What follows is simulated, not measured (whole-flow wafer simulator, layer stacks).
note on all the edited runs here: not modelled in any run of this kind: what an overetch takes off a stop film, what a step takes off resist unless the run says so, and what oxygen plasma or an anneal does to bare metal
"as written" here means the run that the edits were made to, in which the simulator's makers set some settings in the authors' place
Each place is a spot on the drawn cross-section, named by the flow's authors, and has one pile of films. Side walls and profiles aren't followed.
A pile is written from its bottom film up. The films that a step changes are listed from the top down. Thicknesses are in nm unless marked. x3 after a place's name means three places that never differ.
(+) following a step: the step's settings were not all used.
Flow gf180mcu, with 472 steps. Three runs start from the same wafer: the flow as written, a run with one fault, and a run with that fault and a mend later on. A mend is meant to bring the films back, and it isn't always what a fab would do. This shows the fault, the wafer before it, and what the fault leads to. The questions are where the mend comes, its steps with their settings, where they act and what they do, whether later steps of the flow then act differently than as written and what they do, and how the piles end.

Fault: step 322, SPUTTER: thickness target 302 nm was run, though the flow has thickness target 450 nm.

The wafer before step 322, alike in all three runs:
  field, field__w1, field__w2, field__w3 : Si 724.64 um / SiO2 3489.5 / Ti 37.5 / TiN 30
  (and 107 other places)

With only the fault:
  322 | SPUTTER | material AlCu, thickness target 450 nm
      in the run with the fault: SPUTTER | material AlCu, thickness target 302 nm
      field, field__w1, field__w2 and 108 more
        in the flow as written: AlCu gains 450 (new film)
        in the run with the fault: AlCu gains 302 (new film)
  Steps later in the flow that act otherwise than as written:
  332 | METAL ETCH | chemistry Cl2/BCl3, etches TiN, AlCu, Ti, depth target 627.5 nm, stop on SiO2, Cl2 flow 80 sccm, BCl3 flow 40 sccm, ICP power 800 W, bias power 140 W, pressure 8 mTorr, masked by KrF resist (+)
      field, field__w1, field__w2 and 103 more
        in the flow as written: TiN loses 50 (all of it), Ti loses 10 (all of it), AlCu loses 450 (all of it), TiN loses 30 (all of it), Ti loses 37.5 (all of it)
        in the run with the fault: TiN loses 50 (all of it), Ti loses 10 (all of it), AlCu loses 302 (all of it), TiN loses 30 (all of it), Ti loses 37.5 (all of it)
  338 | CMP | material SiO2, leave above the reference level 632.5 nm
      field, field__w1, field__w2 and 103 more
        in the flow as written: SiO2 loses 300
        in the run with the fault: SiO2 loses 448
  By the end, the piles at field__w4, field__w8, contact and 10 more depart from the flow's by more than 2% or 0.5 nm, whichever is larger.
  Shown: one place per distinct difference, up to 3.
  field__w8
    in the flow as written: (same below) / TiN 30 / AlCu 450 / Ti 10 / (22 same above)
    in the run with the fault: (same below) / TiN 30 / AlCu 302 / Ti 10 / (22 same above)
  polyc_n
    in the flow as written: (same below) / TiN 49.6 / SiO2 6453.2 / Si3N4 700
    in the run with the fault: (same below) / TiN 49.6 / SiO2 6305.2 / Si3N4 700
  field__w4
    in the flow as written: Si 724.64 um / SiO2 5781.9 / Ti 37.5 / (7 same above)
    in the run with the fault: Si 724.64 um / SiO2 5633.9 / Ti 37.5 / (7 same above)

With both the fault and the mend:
  After step 322 comes the mend.
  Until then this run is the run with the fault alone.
  322a | SPUTTER | material AlCu, thickness target 148 nm (a further turn of the flow's step 322, with different settings)
      field, field__w1, field__w2 and 108 more
        AlCu gains 148
  Later steps of the flow that are run all act as written at every place that is followed.
  By the end, the piles equal the flow's at every place that both follow.
